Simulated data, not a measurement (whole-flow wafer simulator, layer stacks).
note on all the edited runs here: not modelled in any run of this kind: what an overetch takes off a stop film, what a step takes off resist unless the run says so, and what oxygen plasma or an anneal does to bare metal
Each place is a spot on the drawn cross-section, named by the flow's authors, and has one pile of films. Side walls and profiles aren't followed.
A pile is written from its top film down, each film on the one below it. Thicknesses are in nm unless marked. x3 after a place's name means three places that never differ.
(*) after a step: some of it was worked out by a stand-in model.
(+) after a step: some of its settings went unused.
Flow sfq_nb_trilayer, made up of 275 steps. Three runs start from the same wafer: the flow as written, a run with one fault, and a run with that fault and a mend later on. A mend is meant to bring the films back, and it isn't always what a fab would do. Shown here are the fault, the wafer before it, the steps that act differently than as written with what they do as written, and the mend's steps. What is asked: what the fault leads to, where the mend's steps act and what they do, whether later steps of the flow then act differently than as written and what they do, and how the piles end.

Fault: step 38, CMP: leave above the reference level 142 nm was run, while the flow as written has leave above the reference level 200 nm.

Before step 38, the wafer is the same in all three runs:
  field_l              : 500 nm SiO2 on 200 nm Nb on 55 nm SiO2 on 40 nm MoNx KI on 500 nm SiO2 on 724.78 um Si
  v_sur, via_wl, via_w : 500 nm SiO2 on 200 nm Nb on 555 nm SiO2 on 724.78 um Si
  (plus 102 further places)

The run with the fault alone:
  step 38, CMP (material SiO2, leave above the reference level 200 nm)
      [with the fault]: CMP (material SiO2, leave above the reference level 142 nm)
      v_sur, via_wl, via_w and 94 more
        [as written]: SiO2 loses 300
        [with the fault]: SiO2 loses 358
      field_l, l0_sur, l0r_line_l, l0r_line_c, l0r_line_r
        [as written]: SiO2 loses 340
        [with the fault]: SiO2 loses 398
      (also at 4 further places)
  Steps further on in the flow that do not act as written (not shown: 4 more steps that differ only slightly, by at most 2% or 0.5 nm, whichever is larger):
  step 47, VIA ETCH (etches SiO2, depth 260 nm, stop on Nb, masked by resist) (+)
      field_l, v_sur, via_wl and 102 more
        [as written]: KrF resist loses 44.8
        [with the fault]: KrF resist loses 36.7
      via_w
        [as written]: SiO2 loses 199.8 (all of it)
        [with the fault]: SiO2 loses 141.8 (all of it)
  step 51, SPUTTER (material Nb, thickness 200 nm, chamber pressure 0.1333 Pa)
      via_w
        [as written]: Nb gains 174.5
        [with the fault]: Nb gains 186.3
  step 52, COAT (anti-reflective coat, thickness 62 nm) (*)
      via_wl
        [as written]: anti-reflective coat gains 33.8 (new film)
        [with the fault]: anti-reflective coat gains 35.7 (new film)
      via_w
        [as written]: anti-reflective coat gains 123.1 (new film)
        [with the fault]: anti-reflective coat gains 109.7 (new film)
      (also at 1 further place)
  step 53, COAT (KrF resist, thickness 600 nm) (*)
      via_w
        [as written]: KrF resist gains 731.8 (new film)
        [with the fault]: KrF resist gains 684.5 (new film)
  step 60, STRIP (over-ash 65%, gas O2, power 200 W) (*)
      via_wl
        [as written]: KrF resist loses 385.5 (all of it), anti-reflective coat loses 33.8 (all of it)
        [with the fault]: KrF resist loses 390.6 (all of it), anti-reflective coat loses 35.7 (all of it)
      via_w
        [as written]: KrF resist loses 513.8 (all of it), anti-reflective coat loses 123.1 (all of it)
        [with the fault]: KrF resist loses 466.7 (all of it), anti-reflective coat loses 109.7 (all of it)
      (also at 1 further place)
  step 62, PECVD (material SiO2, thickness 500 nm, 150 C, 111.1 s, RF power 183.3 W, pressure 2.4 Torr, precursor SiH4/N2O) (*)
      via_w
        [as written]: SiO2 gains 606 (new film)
        [with the fault]: SiO2 gains 511.7 (new film)
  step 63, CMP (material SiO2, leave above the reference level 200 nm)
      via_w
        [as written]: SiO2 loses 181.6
        [with the fault]: SiO2 loses 157.1
  The piles end different from the flow's at v_sur, via_wl, via_w and 86 more by more than 2% or 0.5 nm, whichever is larger.
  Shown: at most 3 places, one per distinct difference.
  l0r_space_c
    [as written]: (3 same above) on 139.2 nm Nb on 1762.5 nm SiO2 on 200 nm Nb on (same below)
    [with the fault]: (3 same above) on 139.2 nm Nb on 1704.5 nm SiO2 on 200 nm Nb on (same below)
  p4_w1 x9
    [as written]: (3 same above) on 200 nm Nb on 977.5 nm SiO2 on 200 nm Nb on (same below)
    [with the fault]: (3 same above) on 200 nm Nb on 919.5 nm SiO2 on 200 nm Nb on (same below)
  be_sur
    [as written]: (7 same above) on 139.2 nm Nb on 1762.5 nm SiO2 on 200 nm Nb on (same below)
    [with the fault]: (7 same above) on 139.2 nm Nb on 1704.5 nm SiO2 on 200 nm Nb on (same below)

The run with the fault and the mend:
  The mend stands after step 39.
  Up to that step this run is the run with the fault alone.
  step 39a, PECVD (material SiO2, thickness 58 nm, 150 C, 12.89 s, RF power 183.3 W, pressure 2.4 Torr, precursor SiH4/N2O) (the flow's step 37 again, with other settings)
      field_l, v_sur, via_wl and 103 more
        SiO2 gains 58
  Every later step of the flow that is run acts as written, at every place that is followed, to within 2% or 0.5 nm, whichever is larger.
  When the end is reached, the piles differ only a little from the flow's at the places that both follow, at most by 2% or 0.5 nm, whichever is larger.
